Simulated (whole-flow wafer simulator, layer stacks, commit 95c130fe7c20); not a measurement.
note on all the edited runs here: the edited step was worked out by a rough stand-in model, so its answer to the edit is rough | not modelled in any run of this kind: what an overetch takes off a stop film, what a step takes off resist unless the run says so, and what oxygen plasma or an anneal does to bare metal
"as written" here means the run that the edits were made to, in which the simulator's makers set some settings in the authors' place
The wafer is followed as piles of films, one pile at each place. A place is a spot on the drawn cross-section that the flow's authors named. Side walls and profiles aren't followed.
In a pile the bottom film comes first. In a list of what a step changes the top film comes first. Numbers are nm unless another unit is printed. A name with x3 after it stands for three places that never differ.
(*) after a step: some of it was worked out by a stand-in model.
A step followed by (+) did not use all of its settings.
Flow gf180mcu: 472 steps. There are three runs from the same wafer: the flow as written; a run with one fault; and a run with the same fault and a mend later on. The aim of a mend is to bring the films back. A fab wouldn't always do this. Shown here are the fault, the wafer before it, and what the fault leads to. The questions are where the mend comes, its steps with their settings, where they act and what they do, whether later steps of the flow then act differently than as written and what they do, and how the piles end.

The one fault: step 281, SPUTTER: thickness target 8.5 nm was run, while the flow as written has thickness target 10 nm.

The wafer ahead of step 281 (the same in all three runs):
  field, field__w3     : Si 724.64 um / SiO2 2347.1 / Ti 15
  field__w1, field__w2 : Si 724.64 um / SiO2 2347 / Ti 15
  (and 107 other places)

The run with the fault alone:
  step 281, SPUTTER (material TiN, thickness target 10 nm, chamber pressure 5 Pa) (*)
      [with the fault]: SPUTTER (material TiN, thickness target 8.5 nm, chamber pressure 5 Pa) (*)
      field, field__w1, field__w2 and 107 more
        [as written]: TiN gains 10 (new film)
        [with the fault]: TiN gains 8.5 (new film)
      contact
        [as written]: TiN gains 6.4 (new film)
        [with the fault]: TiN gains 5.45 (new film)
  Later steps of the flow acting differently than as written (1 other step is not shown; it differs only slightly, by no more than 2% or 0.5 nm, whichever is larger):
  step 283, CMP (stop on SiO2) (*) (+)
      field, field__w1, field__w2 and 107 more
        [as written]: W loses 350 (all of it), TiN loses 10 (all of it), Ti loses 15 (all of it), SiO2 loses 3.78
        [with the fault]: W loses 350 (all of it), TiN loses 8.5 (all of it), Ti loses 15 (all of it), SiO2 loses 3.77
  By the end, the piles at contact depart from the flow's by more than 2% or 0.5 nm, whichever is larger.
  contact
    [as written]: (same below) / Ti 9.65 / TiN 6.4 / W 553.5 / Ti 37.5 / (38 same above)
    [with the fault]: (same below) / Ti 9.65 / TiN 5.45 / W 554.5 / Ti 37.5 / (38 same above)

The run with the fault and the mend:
  The mend follows step 281.
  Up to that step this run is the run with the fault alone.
  step 281a, SPUTTER (material TiN, thickness target 1.5 nm, chamber pressure 5 Pa) (*) (a further turn of the flow's step 281, with different settings)
      field, field__w1, field__w2 and 107 more
        TiN gains 1.5
      contact
        TiN gains 0.96
  Later steps of the flow that are run all act as written at every place that is followed.
  The piles end the same as the flow's at every place that both follow.
